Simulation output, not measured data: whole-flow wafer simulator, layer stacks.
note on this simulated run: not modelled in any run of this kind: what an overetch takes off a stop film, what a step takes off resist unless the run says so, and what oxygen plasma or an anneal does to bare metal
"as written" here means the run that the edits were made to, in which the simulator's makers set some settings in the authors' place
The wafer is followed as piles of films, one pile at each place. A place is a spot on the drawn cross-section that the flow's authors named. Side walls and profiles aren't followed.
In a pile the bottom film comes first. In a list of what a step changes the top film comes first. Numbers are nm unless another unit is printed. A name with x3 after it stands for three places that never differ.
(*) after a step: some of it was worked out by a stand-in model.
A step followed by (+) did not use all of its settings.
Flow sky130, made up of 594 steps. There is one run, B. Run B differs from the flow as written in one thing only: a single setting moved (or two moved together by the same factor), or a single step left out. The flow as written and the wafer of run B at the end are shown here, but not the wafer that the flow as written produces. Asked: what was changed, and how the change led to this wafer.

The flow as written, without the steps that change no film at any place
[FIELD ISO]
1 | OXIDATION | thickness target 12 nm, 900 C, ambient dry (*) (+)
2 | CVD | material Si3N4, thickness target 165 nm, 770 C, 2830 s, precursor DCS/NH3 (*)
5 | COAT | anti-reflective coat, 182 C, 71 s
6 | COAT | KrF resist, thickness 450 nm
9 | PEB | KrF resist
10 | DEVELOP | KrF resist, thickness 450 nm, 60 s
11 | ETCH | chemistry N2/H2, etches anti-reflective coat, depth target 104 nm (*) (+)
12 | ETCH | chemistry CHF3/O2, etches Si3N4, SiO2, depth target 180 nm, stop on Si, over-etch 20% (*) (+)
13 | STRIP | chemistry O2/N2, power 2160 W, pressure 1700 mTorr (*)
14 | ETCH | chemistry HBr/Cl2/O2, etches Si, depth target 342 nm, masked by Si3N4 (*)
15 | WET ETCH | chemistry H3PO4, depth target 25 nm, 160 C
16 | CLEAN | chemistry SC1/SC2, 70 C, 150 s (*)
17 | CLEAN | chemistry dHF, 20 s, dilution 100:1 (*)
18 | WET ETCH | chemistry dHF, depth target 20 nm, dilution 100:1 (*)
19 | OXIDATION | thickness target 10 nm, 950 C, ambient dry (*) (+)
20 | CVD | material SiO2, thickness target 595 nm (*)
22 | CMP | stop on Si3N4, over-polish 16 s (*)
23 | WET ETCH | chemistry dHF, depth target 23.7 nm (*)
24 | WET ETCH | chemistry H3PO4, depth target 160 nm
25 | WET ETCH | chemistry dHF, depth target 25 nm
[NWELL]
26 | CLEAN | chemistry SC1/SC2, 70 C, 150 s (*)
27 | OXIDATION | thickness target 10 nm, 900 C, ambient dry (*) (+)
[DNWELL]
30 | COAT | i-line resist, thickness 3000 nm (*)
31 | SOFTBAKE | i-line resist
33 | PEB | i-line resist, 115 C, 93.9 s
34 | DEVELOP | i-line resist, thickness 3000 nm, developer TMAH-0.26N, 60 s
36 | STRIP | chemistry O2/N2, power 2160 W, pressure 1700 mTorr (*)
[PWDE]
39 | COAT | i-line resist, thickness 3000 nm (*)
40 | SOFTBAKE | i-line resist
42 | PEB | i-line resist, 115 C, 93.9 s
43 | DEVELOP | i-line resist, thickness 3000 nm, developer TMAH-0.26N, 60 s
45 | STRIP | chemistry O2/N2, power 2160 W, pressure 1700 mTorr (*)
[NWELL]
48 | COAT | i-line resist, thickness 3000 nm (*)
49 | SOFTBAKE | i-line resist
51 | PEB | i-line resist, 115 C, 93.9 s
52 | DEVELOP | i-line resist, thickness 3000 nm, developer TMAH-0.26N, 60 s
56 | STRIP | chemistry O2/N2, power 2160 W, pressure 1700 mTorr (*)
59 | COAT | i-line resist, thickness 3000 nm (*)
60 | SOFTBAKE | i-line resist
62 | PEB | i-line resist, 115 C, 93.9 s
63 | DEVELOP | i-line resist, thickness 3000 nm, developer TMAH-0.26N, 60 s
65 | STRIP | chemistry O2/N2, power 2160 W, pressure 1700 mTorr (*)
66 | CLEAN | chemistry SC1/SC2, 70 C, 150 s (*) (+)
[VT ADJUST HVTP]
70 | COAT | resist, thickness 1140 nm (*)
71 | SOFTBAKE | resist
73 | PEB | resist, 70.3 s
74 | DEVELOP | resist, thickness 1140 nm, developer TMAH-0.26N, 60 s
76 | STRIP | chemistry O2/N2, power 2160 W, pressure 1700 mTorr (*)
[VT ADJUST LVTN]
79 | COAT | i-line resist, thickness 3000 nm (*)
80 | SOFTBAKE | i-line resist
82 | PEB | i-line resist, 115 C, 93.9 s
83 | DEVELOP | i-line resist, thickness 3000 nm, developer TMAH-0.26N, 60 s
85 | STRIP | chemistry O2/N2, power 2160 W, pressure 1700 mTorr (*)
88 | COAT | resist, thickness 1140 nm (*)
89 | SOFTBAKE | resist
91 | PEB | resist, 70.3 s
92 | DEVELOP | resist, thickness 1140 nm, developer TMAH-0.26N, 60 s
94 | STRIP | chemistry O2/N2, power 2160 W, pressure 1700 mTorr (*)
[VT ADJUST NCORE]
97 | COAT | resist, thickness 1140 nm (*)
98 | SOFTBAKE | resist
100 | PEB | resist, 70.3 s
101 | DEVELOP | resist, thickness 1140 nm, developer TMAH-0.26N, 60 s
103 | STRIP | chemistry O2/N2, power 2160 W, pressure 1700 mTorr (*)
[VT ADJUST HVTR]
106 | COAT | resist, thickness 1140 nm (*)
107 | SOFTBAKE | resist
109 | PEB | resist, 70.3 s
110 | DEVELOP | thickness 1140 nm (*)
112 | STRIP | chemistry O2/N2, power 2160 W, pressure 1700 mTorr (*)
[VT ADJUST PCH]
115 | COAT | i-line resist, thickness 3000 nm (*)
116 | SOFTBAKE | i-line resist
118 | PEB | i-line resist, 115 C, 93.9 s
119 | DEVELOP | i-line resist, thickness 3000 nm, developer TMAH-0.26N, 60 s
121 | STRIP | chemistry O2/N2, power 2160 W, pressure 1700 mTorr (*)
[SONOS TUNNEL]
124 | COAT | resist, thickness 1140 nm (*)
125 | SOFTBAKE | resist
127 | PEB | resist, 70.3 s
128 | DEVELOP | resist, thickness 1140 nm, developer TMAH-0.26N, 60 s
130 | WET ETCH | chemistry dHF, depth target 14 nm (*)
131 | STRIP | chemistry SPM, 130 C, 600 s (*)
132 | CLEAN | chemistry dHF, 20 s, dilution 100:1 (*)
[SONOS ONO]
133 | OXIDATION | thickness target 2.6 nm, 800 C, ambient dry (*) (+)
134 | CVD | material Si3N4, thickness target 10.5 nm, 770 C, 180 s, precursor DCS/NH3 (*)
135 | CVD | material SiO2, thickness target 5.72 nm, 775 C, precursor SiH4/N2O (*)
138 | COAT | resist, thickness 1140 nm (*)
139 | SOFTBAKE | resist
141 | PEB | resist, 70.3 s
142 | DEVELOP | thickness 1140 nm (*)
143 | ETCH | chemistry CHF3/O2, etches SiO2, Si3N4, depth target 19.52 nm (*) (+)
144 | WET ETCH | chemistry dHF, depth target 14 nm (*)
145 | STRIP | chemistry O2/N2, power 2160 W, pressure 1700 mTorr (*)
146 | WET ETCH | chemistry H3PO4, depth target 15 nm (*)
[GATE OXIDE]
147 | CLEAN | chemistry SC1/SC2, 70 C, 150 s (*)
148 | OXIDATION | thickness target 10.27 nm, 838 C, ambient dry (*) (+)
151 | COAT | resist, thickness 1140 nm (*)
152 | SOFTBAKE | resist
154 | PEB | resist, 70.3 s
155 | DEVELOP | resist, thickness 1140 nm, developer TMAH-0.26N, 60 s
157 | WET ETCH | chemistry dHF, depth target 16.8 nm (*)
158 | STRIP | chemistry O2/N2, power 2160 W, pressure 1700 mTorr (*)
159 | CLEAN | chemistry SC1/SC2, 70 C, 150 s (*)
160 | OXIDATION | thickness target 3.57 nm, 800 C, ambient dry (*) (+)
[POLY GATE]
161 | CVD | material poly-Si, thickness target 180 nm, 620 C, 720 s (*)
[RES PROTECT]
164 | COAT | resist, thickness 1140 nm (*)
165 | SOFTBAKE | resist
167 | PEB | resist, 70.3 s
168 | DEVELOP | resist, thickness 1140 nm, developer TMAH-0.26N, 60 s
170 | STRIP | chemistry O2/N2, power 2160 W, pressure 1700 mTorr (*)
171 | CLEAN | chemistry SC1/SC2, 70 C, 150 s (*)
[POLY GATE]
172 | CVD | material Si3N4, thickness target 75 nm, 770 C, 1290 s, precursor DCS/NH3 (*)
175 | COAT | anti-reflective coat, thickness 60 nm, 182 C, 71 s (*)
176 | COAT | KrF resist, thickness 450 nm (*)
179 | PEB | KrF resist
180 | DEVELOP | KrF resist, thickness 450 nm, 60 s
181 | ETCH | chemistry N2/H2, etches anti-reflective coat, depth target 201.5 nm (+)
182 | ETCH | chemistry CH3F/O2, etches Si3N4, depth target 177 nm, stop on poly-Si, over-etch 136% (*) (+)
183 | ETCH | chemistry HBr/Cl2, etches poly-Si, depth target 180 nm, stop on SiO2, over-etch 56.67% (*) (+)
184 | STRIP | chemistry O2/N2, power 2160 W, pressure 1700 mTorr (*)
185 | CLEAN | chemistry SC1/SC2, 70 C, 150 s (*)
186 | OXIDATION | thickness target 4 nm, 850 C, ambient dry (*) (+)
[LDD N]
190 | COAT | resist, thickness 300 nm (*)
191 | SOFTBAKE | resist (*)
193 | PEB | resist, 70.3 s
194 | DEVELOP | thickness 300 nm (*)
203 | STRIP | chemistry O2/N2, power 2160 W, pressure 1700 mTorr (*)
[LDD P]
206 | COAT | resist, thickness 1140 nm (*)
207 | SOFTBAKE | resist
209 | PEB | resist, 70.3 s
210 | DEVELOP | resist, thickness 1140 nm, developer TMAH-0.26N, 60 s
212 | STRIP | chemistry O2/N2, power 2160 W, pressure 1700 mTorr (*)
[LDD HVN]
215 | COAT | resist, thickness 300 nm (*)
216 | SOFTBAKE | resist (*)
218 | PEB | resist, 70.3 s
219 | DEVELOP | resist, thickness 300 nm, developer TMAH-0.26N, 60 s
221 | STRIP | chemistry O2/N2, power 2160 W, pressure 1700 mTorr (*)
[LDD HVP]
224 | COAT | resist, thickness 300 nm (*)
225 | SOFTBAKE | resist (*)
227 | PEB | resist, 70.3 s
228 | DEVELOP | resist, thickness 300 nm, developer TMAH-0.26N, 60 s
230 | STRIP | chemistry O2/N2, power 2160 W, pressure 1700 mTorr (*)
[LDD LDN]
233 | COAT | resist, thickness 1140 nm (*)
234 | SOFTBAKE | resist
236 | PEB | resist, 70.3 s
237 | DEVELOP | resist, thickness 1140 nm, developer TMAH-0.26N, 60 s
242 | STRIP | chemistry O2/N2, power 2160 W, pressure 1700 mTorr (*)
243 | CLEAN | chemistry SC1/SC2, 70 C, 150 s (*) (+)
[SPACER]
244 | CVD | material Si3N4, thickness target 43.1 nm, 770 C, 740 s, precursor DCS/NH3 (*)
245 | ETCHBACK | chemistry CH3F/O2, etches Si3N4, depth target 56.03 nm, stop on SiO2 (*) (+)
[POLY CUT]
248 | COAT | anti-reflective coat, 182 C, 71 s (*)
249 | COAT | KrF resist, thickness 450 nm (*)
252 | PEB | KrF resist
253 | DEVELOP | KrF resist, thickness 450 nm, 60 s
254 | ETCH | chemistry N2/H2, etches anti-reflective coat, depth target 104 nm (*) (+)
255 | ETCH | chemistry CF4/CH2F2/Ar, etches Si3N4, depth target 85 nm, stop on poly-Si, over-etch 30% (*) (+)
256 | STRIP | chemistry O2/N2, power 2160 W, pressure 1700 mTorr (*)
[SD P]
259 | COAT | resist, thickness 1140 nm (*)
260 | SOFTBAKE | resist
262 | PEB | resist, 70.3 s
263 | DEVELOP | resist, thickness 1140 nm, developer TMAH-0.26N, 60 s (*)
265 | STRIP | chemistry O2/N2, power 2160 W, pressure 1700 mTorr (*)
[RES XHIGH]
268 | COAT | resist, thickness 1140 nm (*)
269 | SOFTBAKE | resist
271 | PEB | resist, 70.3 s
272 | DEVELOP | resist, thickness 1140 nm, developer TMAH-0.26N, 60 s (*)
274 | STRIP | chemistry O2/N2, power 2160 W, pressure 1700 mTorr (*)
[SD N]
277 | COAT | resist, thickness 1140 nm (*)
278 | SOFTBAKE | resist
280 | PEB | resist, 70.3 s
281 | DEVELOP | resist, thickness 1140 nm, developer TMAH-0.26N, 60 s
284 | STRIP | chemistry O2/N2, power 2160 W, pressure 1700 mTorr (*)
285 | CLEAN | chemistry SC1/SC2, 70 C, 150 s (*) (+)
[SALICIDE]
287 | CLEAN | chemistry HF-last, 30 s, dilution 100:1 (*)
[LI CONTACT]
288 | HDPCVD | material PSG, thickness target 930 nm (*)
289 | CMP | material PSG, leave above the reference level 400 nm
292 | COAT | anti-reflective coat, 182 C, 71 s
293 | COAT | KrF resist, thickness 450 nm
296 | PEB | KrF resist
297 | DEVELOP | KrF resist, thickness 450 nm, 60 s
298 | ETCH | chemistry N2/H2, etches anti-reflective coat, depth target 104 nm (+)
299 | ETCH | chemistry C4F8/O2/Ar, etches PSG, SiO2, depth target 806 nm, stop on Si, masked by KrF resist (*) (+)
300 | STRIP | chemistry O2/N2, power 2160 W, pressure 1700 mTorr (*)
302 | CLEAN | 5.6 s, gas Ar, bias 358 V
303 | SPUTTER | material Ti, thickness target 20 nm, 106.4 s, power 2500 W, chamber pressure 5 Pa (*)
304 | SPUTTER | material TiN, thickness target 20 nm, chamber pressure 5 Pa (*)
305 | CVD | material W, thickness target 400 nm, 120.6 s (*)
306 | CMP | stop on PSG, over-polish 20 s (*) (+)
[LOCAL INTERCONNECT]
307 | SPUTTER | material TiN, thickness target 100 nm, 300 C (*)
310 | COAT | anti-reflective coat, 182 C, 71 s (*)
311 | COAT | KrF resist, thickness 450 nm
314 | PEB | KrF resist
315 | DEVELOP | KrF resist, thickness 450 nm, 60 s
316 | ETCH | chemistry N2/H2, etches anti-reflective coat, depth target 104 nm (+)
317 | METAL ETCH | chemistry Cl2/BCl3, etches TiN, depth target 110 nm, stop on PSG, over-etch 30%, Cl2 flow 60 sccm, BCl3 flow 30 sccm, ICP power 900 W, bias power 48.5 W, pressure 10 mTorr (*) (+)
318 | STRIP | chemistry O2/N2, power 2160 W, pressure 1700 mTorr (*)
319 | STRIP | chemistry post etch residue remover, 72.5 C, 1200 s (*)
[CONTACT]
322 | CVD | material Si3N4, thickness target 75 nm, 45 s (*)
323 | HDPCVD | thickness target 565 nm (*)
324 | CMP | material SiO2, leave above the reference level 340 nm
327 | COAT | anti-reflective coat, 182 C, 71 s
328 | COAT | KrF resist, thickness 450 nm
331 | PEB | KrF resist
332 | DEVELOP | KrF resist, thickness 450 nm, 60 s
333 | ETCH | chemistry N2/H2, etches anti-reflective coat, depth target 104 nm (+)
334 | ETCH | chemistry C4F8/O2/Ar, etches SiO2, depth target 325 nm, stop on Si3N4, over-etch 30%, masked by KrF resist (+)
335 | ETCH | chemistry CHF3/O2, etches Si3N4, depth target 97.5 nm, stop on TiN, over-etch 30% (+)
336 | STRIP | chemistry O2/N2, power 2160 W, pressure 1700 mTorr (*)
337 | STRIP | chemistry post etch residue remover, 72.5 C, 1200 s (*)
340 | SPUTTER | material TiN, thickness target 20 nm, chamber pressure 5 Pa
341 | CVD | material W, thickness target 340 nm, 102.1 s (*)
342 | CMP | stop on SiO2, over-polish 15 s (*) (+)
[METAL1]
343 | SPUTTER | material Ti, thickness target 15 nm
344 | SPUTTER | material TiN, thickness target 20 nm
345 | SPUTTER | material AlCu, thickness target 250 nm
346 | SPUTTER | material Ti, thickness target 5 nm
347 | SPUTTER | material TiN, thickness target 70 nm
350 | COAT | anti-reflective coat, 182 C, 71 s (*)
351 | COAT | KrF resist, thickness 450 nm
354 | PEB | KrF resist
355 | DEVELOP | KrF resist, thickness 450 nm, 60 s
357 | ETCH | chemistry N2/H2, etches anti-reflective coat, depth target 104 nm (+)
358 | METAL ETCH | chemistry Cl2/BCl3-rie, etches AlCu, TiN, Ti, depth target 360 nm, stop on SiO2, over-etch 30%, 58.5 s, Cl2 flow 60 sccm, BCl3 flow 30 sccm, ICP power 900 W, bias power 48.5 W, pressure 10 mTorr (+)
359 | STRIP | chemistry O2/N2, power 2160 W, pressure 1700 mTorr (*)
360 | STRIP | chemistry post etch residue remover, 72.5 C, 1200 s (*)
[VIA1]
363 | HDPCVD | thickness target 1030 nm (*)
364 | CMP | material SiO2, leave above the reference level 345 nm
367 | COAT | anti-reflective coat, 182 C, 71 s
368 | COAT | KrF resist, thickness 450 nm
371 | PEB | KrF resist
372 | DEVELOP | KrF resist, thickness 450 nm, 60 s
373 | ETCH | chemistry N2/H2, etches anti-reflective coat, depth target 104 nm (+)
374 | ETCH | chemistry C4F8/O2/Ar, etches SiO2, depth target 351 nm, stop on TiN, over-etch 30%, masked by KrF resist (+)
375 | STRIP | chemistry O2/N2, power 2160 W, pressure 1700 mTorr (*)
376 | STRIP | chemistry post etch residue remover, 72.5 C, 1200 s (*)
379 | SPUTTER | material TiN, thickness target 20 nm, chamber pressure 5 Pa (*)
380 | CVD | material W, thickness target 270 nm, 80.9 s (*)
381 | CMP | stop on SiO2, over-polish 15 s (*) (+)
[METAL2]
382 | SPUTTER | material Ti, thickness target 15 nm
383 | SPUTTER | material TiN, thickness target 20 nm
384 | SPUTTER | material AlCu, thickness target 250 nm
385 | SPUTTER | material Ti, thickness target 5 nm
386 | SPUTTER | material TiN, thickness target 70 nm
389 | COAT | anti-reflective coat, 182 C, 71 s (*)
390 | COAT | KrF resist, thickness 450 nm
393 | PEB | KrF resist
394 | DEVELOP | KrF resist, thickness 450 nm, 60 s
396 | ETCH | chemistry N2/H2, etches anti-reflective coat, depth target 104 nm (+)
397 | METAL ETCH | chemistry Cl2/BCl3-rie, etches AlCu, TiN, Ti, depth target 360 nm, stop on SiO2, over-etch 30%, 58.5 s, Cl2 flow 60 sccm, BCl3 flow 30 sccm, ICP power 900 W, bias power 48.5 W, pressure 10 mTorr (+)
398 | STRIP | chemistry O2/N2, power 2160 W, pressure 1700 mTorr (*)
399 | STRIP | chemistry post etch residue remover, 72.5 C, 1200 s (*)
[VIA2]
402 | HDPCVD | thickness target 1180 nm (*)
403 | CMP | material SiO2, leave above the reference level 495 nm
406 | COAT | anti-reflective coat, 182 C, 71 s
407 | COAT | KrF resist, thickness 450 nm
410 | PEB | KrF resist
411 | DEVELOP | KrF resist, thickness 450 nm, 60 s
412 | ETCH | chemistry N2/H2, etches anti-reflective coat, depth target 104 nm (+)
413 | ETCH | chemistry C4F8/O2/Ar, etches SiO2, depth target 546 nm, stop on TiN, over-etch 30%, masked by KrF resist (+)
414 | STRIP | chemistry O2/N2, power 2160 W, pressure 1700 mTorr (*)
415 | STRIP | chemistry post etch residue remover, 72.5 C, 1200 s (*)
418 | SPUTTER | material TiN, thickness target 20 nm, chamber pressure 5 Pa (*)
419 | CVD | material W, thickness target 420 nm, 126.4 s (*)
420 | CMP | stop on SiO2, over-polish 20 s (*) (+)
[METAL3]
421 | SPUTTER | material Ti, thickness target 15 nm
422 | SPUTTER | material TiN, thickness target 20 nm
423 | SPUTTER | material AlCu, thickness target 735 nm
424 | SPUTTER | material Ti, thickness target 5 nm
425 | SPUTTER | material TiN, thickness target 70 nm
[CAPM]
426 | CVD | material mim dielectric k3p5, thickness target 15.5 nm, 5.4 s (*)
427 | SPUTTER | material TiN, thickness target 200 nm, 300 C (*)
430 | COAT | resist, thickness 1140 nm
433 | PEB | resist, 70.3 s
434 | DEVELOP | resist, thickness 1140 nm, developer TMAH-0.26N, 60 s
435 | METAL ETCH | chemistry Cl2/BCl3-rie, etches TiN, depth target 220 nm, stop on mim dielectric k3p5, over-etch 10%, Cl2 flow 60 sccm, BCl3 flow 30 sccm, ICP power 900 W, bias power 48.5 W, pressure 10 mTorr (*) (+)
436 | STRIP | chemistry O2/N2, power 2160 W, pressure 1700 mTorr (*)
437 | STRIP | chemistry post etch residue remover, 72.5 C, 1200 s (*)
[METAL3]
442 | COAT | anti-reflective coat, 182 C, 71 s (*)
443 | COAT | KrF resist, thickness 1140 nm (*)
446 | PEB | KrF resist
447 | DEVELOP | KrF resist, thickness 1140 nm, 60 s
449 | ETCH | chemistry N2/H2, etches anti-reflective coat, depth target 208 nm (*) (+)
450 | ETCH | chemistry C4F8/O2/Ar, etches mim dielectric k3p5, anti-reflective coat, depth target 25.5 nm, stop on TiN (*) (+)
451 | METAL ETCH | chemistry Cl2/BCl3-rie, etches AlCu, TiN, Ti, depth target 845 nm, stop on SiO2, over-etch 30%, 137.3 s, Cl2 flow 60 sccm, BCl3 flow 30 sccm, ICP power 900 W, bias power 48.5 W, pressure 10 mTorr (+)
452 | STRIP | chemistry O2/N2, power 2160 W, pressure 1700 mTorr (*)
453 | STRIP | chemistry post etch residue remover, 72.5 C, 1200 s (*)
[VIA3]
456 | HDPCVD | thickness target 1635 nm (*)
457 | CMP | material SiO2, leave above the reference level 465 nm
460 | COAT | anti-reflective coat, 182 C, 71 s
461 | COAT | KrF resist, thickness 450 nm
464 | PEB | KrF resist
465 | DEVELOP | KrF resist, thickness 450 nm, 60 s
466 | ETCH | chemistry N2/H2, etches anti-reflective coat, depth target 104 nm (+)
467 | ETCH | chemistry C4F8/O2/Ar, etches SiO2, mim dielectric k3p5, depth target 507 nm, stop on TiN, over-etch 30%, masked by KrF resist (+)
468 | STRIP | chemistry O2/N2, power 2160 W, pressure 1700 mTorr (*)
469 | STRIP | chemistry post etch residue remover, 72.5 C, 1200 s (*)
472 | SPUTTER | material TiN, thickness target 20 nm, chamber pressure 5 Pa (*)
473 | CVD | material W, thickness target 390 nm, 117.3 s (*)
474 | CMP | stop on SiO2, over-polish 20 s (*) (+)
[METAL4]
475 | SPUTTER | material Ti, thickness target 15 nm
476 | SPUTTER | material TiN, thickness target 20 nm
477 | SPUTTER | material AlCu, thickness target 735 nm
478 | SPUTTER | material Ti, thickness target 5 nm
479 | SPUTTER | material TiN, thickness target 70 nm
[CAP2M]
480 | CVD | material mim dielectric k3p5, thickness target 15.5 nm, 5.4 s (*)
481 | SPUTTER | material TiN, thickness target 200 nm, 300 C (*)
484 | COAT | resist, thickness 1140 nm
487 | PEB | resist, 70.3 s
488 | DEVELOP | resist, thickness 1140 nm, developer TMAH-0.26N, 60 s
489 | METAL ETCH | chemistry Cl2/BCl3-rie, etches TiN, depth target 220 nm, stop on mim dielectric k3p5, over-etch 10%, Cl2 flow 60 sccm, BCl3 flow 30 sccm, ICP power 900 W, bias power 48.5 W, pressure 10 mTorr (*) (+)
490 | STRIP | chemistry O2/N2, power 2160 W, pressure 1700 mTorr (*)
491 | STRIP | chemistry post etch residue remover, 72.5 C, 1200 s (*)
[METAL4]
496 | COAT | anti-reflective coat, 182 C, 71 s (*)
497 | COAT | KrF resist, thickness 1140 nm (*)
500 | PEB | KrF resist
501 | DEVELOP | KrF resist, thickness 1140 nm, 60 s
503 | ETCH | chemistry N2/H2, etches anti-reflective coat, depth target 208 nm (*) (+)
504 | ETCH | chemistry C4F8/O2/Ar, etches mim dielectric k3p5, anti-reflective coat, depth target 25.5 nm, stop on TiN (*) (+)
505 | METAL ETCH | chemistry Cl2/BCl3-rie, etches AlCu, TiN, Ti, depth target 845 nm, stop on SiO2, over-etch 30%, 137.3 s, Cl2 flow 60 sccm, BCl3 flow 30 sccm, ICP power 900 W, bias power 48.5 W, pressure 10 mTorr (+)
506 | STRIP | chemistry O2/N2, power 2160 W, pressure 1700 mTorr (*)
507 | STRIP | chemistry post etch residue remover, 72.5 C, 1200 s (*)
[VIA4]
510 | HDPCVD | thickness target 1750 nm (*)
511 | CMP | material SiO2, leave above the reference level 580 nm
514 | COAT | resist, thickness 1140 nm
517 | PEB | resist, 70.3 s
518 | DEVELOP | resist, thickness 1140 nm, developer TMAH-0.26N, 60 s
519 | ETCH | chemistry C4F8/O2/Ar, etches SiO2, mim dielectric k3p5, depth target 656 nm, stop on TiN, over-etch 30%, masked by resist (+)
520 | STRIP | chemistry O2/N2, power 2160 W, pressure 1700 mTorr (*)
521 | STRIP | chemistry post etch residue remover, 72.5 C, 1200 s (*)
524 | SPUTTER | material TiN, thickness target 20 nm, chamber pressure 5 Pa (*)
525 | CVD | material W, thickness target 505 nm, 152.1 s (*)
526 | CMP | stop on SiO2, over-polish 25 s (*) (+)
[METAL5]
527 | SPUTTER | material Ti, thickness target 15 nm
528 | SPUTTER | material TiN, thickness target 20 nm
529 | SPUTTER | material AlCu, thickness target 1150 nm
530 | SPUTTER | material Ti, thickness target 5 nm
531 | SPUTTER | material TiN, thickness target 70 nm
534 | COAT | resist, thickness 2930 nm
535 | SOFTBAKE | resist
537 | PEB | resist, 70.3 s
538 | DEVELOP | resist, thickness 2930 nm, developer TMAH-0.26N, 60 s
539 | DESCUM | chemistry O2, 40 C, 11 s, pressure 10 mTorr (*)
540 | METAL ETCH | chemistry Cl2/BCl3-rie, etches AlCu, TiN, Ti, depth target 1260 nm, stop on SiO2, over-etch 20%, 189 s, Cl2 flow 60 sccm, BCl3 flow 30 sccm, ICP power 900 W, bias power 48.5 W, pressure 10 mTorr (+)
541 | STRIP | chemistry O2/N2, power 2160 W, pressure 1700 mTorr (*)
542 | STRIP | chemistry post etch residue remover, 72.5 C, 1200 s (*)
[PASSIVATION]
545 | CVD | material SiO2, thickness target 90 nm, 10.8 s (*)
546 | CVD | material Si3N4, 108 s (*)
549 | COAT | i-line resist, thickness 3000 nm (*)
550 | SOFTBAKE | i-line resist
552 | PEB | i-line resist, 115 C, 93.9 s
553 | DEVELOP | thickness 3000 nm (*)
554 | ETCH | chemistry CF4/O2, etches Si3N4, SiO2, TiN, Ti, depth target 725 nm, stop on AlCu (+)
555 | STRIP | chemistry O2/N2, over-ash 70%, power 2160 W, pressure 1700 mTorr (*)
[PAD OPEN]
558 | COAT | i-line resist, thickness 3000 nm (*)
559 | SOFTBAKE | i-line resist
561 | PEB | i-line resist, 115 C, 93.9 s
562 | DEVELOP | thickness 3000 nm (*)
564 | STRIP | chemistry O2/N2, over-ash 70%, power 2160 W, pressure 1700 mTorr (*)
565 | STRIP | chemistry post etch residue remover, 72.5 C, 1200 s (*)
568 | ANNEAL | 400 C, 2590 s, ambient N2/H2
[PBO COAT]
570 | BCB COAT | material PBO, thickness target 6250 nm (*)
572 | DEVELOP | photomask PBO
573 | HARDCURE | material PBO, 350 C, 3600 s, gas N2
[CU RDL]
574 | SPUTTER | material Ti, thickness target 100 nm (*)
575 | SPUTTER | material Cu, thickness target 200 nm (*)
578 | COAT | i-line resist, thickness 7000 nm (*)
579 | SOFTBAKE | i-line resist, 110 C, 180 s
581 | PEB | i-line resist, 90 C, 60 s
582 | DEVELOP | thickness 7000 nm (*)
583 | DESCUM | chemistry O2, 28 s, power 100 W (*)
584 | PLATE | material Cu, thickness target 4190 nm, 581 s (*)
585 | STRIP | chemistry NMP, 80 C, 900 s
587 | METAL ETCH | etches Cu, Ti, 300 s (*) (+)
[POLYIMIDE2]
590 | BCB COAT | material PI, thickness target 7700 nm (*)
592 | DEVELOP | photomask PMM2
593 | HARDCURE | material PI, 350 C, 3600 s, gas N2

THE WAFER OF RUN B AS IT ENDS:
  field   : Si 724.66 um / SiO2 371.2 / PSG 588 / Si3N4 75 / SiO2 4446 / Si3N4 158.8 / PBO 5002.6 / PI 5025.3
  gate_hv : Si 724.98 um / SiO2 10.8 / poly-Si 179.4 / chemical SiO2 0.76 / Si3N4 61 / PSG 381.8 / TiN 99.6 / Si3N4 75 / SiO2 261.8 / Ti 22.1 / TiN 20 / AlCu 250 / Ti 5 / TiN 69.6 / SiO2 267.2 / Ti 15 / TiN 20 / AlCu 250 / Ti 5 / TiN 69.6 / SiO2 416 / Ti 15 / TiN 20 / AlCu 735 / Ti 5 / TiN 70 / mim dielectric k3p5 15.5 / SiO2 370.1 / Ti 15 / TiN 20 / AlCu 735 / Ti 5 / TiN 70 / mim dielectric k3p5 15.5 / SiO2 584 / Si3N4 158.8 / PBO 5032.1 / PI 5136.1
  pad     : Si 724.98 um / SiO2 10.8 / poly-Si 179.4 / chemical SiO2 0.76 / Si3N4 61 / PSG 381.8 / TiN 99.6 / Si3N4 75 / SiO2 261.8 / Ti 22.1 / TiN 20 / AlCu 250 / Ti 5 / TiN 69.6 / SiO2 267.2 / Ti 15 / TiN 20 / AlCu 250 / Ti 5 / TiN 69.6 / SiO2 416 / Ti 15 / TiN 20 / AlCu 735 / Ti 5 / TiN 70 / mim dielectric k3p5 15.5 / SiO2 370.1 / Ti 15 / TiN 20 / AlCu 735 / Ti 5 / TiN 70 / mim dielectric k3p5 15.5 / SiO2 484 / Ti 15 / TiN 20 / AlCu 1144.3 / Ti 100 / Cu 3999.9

The reason: step 343, SPUTTER: thickness target 22.1 nm was run, whereas the flow has thickness target 15 nm.
The wafer lets one read it off: gate_hv has Ti 22.1, and step 343 as written asks for 15 nm.

The path from the change to this, step by step:
  343 | SPUTTER | material Ti, thickness target 15 nm
      field, active, n_well and 188 more: +22.1 Ti (new film) (as written it would have been: +15 Ti (new film))
  358 | METAL ETCH | chemistry Cl2/BCl3-rie, etches AlCu, TiN, Ti, depth target 360 nm, stop on SiO2, over-etch 30%, 58.5 s, Cl2 flow 60 sccm, BCl3 flow 30 sccm, ICP power 900 W, bias power 48.5 W, pressure 10 mTorr (+)
      field, active, gate and 81 more: -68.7 TiN (all of it), -5 Ti (all of it), -250 AlCu (all of it), -20 TiN (all of it), -22.1 Ti (all of it), -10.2 SiO2 (as written it would have been: -68.7 TiN (all of it), -5 Ti (all of it), -250 AlCu (all of it), -20 TiN (all of it), -15 Ti (all of it), -10.9 SiO2)
